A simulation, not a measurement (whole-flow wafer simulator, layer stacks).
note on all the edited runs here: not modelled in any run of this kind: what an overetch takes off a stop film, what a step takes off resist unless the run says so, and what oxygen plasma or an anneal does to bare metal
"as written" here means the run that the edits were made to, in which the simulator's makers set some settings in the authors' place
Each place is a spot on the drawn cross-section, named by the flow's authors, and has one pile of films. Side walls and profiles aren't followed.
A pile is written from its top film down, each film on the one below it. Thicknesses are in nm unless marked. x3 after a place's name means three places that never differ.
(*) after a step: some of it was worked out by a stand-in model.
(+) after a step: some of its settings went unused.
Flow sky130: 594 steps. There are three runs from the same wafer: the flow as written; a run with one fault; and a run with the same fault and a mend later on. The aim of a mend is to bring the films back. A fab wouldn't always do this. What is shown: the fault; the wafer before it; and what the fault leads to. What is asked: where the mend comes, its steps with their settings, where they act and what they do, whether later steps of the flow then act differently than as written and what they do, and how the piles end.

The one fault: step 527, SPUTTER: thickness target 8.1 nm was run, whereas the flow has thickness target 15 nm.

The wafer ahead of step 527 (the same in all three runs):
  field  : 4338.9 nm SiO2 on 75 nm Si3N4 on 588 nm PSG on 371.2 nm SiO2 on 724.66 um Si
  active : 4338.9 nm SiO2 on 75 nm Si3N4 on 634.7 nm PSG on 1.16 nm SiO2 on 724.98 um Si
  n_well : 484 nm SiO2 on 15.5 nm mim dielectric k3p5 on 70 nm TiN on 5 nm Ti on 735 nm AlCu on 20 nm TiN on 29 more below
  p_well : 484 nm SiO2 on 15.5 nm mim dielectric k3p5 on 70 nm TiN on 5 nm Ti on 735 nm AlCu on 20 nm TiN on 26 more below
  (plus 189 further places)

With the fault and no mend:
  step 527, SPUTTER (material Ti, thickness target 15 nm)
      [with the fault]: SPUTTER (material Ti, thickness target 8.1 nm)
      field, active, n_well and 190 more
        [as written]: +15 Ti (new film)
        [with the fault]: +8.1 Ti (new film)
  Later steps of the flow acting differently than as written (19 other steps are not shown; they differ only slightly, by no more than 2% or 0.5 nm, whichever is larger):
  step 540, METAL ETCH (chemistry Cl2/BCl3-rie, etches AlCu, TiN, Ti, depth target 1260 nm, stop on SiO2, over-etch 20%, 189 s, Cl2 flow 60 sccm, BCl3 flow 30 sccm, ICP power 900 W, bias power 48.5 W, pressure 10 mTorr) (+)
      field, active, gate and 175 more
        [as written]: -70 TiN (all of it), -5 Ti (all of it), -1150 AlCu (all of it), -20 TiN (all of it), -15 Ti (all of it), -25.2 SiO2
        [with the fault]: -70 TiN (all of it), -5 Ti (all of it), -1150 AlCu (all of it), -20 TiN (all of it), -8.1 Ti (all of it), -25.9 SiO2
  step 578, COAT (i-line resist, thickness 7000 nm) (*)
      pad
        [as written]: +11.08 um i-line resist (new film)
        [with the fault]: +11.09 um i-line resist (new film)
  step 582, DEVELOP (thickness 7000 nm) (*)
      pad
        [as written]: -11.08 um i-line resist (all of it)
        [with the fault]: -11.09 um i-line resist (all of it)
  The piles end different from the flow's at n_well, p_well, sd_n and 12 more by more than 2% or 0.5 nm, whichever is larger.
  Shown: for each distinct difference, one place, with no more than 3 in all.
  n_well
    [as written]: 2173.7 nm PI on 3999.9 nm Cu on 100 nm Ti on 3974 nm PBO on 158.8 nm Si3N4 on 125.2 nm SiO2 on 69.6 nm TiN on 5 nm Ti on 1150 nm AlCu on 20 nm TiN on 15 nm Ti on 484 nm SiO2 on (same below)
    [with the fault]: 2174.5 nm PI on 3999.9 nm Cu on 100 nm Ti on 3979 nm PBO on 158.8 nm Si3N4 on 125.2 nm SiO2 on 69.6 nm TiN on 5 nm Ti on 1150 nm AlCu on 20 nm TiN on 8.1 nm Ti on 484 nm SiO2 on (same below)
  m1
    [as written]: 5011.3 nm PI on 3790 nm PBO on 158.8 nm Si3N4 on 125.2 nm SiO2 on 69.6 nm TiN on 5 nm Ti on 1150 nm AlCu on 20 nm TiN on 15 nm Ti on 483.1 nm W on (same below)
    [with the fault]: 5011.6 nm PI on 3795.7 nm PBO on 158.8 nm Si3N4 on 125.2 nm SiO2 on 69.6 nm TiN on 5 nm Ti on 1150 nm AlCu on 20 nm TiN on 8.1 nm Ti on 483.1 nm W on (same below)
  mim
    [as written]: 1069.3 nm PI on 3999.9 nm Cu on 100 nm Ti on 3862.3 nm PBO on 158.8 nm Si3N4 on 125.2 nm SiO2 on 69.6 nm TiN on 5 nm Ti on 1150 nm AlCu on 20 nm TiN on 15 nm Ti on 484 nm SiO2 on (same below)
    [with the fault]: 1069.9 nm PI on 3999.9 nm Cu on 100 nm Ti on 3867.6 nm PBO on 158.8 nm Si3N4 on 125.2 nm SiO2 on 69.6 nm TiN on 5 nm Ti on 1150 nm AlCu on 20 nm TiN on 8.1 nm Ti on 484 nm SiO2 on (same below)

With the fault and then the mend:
  The mend follows step 527.
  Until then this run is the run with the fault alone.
  step 527a, SPUTTER (material Ti, thickness target 6.9 nm) (the flow's step 527, run once more with other settings)
      field, active, n_well and 190 more
        +6.9 Ti
  Later steps of the flow that are run all act as written at every place that is followed.
  At every place that both follow, the piles at the end match the flow's.
